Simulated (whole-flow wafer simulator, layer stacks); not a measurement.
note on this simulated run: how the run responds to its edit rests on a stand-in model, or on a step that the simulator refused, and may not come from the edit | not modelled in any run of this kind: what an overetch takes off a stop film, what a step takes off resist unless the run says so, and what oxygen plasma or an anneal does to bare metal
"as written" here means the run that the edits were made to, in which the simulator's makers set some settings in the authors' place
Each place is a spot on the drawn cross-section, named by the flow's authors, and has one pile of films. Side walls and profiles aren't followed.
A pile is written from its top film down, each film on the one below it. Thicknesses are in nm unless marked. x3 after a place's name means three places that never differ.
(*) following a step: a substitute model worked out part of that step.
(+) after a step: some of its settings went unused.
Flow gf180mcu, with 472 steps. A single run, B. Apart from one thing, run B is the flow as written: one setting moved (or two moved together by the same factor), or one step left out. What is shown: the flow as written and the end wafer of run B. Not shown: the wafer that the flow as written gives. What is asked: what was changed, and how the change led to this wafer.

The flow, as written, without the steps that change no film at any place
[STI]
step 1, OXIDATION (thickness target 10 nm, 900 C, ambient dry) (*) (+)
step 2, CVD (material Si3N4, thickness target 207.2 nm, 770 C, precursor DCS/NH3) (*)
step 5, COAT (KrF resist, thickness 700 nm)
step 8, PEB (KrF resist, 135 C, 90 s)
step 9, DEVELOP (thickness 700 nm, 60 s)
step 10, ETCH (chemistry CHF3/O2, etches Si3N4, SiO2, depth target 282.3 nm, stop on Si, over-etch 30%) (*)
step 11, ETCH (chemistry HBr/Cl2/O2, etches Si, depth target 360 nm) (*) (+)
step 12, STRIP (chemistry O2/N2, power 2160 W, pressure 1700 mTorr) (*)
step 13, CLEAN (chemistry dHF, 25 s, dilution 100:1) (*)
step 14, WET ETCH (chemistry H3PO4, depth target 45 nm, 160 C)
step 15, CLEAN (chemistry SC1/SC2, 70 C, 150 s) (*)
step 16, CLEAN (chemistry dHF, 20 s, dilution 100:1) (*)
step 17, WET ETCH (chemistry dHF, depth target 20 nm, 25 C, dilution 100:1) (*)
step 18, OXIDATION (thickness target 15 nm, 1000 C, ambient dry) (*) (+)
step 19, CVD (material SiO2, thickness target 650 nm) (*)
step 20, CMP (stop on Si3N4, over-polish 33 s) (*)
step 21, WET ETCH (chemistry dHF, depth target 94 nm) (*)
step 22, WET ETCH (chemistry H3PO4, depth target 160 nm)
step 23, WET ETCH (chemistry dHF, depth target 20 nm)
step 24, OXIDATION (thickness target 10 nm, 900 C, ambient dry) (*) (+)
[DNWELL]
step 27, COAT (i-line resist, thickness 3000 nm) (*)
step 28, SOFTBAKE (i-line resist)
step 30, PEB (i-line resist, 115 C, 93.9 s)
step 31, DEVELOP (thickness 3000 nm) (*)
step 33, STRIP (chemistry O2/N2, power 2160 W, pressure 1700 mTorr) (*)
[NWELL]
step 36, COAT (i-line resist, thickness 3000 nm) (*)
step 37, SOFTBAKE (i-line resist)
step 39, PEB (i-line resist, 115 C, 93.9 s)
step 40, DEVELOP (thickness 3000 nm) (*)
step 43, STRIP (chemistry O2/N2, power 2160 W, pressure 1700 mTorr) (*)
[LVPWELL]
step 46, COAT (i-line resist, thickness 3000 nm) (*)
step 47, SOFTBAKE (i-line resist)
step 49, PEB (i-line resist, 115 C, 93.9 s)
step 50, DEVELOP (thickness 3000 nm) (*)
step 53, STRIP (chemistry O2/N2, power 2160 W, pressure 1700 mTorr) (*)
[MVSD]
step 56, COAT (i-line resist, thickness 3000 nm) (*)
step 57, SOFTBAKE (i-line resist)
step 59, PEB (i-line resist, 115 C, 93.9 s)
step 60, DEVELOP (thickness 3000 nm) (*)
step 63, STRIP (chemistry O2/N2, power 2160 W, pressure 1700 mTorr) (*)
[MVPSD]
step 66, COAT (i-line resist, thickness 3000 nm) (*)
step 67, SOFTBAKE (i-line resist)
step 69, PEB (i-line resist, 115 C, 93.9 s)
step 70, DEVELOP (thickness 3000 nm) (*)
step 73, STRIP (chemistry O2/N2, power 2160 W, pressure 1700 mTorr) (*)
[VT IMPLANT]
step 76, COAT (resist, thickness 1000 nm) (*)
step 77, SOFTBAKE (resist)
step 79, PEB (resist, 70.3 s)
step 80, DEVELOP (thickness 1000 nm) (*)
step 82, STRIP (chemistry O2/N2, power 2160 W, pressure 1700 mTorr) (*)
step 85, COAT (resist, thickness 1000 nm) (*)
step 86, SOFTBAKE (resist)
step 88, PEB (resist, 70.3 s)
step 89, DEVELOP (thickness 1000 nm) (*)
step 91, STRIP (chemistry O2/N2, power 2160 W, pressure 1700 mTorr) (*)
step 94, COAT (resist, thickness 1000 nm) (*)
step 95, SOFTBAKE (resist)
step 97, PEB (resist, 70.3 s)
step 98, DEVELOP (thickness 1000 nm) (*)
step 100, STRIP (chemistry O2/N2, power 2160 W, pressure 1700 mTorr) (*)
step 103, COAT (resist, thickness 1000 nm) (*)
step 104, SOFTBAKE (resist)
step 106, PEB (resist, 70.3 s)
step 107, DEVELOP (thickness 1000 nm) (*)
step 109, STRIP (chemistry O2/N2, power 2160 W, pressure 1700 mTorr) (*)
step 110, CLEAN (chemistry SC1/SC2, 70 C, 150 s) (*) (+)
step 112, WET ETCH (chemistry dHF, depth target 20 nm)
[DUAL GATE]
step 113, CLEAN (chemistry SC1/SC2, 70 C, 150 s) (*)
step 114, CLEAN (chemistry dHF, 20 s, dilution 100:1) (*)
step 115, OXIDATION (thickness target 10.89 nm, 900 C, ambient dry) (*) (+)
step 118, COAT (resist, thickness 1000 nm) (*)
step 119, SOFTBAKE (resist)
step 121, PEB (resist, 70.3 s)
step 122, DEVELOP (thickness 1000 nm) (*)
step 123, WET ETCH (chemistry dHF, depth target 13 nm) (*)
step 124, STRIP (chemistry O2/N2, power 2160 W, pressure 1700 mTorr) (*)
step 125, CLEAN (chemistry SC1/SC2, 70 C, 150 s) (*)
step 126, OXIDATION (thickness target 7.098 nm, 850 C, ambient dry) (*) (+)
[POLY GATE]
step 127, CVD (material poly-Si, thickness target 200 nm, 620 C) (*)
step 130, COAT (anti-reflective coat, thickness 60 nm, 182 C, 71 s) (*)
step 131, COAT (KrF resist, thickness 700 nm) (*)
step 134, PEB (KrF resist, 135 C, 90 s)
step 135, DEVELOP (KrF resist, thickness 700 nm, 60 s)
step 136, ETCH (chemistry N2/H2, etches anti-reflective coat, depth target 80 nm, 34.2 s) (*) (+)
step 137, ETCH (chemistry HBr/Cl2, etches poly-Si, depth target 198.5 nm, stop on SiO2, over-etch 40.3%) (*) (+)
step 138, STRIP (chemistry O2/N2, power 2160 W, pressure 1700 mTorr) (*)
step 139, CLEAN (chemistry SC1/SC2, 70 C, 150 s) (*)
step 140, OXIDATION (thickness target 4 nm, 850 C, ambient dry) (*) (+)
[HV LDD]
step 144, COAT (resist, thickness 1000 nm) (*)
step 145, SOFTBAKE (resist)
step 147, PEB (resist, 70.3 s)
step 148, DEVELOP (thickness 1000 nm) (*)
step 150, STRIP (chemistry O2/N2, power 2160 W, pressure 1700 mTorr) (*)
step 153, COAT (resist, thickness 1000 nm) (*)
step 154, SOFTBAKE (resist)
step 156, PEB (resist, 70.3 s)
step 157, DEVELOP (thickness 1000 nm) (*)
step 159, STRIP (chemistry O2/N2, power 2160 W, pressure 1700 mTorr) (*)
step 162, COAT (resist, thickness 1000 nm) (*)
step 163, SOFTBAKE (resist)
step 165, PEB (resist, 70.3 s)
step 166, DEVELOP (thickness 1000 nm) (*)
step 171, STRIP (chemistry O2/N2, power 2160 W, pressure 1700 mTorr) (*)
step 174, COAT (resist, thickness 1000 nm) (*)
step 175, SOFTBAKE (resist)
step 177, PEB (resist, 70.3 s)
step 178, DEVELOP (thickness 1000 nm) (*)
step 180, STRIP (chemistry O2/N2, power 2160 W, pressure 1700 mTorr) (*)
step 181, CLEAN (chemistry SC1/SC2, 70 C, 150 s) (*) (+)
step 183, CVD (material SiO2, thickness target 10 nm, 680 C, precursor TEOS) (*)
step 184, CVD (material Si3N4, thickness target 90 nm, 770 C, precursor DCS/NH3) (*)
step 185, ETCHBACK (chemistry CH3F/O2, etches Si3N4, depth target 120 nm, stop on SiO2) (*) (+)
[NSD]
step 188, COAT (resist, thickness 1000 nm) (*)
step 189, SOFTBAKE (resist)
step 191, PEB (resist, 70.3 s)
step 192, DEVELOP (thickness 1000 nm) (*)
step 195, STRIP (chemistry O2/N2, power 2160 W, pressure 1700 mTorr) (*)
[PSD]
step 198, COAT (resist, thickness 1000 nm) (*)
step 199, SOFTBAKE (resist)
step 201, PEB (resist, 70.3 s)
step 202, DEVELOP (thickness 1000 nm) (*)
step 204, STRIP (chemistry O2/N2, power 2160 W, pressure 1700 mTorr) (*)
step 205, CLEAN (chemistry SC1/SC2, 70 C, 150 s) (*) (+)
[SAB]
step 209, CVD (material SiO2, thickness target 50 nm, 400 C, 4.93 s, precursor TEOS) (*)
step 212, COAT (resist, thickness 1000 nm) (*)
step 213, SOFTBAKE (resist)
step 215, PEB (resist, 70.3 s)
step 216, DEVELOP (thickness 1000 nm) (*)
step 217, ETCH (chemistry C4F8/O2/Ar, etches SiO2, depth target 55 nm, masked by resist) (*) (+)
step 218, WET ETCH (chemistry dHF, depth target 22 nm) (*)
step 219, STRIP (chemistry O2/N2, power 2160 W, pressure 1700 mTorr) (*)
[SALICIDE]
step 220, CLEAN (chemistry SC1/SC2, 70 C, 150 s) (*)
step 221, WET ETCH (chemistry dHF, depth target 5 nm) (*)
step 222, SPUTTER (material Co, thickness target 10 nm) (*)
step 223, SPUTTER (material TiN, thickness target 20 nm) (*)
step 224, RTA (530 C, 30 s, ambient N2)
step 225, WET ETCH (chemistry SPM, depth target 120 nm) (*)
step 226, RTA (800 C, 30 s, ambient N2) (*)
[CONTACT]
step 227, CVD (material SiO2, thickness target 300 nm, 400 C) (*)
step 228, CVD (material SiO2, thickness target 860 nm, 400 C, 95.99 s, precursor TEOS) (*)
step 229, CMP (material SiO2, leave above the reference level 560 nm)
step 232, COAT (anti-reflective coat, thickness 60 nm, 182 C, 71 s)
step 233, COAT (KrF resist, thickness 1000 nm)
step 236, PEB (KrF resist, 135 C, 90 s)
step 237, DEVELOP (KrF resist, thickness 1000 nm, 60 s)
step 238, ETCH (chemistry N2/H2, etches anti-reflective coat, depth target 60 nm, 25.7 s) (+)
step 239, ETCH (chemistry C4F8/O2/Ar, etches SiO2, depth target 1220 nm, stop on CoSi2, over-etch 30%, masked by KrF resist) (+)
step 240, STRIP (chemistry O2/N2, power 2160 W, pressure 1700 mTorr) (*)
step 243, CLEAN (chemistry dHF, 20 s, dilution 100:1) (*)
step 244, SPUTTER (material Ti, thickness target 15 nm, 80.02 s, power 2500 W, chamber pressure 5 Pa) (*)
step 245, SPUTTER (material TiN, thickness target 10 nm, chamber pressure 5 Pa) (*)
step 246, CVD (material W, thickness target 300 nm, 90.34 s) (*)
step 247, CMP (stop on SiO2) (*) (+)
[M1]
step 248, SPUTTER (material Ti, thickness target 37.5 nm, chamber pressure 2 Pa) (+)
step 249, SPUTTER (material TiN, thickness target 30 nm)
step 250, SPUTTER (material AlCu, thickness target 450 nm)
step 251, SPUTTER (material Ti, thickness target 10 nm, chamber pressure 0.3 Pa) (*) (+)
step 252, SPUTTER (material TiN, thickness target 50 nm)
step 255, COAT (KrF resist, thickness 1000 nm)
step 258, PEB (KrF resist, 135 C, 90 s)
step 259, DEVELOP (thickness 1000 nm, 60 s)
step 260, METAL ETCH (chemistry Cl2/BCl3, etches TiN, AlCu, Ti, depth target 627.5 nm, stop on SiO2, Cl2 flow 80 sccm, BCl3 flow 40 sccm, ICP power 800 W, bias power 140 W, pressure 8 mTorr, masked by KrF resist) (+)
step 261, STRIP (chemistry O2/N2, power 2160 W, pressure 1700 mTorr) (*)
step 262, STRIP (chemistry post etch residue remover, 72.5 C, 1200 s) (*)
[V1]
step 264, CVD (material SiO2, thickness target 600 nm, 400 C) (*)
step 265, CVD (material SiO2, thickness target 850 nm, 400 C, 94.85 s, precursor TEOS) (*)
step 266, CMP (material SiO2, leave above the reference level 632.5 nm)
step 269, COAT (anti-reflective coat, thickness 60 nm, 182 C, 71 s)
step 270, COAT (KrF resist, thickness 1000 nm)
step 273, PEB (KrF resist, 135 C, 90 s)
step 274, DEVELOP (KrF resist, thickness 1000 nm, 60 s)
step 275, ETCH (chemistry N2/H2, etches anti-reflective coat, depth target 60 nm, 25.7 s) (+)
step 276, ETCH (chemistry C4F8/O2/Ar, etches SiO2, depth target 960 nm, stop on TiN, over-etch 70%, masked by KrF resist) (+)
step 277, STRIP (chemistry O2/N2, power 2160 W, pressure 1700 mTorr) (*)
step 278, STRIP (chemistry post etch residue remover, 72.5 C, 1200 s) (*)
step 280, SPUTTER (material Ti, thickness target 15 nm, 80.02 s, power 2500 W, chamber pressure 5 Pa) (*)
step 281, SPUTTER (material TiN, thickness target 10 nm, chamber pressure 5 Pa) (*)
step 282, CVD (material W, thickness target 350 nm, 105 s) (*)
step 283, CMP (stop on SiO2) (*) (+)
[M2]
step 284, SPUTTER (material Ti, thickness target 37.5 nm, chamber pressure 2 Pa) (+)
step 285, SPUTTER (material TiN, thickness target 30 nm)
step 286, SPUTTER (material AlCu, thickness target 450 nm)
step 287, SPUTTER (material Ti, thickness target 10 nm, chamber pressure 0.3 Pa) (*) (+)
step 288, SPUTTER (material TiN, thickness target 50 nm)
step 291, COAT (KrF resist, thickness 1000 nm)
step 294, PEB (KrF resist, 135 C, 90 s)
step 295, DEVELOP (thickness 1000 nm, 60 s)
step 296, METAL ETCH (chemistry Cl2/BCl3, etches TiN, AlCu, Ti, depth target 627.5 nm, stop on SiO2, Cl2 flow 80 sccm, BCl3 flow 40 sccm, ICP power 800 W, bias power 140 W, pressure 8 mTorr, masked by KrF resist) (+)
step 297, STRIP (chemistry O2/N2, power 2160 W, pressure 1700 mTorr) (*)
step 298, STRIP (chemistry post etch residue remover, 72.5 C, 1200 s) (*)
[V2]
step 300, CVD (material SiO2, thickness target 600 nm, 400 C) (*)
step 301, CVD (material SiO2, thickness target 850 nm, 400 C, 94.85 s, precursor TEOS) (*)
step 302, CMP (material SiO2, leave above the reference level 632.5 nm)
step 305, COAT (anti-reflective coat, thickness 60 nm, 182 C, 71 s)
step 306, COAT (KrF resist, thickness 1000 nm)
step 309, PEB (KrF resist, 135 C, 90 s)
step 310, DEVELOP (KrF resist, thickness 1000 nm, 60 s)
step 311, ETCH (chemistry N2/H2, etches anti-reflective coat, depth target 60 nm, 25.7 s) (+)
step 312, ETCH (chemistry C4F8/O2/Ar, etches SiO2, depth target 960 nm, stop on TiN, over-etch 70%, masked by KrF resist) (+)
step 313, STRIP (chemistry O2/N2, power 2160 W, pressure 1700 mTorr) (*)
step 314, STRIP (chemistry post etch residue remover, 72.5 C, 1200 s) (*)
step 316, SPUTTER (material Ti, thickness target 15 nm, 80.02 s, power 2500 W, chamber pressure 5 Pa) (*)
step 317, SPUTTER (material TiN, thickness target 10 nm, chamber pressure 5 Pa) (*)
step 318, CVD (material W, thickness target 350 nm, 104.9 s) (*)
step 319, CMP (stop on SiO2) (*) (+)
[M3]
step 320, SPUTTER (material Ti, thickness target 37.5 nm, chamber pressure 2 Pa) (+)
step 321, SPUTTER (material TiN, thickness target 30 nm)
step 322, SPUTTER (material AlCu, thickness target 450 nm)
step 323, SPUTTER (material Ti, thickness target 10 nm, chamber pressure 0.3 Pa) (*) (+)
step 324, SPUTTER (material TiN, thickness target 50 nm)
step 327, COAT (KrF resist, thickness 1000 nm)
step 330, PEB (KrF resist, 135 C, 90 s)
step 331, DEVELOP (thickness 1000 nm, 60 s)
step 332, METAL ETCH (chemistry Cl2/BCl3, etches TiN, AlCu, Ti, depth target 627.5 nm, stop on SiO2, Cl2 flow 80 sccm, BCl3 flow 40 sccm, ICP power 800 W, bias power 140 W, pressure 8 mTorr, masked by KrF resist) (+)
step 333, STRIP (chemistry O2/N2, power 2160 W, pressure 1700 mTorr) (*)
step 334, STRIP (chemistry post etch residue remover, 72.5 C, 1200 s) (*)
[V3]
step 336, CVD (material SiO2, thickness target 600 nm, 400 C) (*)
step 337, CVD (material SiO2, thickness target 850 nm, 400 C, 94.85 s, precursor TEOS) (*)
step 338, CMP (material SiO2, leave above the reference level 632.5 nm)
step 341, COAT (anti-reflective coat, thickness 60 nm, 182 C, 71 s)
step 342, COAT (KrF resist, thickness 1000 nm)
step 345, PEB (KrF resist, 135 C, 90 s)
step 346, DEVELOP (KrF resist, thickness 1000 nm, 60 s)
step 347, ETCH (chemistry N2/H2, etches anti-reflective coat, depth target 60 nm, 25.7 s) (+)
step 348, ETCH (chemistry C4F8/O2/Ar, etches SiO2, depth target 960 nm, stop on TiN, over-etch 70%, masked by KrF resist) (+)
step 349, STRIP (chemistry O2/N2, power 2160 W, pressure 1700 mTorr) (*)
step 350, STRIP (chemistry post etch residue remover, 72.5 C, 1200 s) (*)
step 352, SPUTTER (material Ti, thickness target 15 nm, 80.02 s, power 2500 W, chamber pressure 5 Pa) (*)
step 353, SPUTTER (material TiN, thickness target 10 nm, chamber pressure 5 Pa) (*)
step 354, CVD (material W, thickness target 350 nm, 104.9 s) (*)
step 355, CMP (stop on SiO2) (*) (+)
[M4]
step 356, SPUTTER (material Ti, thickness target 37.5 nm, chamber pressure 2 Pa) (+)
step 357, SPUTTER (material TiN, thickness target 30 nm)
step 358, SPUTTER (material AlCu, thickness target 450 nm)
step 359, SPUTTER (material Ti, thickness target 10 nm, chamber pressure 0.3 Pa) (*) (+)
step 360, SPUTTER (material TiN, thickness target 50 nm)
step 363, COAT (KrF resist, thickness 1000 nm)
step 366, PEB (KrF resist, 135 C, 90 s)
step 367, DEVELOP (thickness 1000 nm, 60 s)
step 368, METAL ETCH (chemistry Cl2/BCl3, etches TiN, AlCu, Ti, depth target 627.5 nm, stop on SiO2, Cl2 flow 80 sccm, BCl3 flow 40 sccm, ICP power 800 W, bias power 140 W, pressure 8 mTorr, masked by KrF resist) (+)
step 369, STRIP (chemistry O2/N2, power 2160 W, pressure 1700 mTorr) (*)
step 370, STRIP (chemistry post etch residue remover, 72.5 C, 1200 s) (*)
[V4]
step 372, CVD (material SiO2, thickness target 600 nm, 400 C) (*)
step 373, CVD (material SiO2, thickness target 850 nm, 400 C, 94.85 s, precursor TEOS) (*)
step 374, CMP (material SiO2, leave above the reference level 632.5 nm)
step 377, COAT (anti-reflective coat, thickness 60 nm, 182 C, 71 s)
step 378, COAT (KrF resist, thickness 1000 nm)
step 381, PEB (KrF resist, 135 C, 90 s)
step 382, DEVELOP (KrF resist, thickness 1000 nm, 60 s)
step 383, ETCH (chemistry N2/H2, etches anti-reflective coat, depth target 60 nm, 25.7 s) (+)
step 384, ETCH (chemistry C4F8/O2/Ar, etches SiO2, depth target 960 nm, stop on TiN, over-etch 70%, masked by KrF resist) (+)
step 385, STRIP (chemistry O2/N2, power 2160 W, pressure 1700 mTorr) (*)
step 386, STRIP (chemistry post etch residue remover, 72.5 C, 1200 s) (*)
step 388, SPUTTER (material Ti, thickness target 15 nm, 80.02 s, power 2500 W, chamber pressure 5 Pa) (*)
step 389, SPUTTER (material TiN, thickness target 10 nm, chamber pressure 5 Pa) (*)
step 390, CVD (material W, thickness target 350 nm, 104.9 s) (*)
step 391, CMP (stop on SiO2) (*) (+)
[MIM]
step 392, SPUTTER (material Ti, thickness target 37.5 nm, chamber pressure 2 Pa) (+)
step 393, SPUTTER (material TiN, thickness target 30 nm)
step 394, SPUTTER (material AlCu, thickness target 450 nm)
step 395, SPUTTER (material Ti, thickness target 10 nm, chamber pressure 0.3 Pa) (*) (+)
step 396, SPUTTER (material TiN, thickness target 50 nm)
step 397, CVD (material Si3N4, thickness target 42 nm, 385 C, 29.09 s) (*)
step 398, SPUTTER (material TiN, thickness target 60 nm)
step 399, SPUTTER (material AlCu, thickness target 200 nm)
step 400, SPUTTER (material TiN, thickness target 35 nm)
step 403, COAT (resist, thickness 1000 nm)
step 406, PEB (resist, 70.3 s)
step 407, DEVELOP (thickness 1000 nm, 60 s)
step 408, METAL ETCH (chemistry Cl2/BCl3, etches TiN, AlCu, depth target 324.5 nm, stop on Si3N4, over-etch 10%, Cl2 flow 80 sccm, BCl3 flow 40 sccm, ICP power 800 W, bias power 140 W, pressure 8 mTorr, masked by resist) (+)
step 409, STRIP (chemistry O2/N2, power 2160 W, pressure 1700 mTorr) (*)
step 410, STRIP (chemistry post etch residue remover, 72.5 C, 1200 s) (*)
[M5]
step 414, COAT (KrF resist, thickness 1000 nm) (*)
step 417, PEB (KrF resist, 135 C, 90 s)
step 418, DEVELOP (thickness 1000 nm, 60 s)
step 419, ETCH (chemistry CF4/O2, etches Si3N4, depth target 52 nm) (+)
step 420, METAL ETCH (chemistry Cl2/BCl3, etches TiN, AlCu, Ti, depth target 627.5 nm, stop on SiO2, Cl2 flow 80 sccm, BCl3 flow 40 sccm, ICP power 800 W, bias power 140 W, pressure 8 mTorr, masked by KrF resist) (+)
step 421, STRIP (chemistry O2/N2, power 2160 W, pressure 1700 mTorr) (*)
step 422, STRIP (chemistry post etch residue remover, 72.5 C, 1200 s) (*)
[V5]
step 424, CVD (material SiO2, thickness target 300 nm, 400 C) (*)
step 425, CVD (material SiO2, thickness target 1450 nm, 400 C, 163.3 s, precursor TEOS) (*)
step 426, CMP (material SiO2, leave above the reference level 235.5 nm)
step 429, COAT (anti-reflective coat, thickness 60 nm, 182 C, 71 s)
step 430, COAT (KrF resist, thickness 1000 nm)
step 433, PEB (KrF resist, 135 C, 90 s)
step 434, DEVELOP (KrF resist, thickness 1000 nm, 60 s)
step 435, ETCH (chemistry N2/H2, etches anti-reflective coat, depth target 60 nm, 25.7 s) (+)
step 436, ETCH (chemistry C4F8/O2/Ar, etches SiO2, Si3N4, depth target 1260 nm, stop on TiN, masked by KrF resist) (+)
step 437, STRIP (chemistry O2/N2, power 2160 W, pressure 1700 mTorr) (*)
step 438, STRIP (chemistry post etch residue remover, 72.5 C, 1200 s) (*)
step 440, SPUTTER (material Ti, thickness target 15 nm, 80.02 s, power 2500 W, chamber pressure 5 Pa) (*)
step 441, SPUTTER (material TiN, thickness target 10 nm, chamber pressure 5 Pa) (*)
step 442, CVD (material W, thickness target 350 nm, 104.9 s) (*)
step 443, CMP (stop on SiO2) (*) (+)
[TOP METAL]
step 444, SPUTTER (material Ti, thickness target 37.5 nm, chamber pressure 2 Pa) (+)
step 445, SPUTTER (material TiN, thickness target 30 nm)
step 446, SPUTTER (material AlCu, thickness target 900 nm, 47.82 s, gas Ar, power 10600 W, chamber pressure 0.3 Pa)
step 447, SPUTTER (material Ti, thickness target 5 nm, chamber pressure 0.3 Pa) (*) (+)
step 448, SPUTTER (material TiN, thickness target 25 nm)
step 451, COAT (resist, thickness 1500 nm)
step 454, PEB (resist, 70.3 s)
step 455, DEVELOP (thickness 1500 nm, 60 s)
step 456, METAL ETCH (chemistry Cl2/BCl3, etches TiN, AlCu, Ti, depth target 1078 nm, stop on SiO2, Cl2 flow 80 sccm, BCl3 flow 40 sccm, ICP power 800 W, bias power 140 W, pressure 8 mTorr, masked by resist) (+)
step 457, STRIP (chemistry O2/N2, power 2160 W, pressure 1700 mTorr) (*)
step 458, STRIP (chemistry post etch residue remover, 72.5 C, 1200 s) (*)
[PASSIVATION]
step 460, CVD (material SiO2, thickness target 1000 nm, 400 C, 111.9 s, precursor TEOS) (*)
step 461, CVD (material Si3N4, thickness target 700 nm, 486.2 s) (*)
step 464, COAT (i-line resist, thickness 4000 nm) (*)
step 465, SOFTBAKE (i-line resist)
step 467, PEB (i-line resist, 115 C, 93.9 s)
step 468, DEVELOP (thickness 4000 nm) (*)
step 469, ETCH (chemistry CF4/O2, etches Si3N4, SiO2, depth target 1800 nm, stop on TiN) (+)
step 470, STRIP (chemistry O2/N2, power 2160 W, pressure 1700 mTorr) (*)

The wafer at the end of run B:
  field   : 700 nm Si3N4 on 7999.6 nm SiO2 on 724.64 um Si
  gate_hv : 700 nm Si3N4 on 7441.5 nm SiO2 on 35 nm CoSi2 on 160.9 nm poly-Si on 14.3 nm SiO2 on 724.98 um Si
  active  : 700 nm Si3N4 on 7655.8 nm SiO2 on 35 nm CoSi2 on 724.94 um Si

Cause: step 266, CMP: leave above the reference level 404.8 nm was run, whereas the flow has leave above the reference level 632.5 nm.

Step by step, how the change led to this:
  step 266, CMP (material SiO2, leave above the reference level 632.5 nm)
      field, field__w1, field__w2 and 99 more: -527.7 SiO2 (as written it would have been: -300 SiO2)
      field__w8, contact, m1 and 6 more: -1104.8 SiO2 (as written it would have been: -877.1 SiO2)
  step 276, ETCH (chemistry C4F8/O2/Ar, etches SiO2, depth target 960 nm, stop on TiN, over-etch 70%, masked by KrF resist) (+)
      field, field__w1, field__w2 and 107 more: -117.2 KrF resist (as written it would have been: -192 KrF resist)
      contact: -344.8 SiO2 (all of it) (as written it would have been: -572.5 SiO2 (all of it))
  step 277, STRIP (chemistry O2/N2, power 2160 W, pressure 1700 mTorr) (*)
      field, field__w1, field__w2 and 107 more: -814 KrF resist (all of it), -60 anti-reflective coat (all of it) (as written it would have been: -739.2 KrF resist (all of it), -60 anti-reflective coat (all of it))
  step 280, SPUTTER (material Ti, thickness target 15 nm, 80.02 s, power 2500 W, chamber pressure 5 Pa) (*)
      contact: +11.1 Ti (new film) (as written it would have been: +9.65 Ti (new film))
  step 281, SPUTTER (material TiN, thickness target 10 nm, chamber pressure 5 Pa) (*)
      contact: +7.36 TiN (new film) (as written it would have been: +6.4 TiN (new film))
  step 282, CVD (material W, thickness target 350 nm, 105 s) (*)
      contact: +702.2 W (new film) (as written it would have been: +932.3 W (new film))
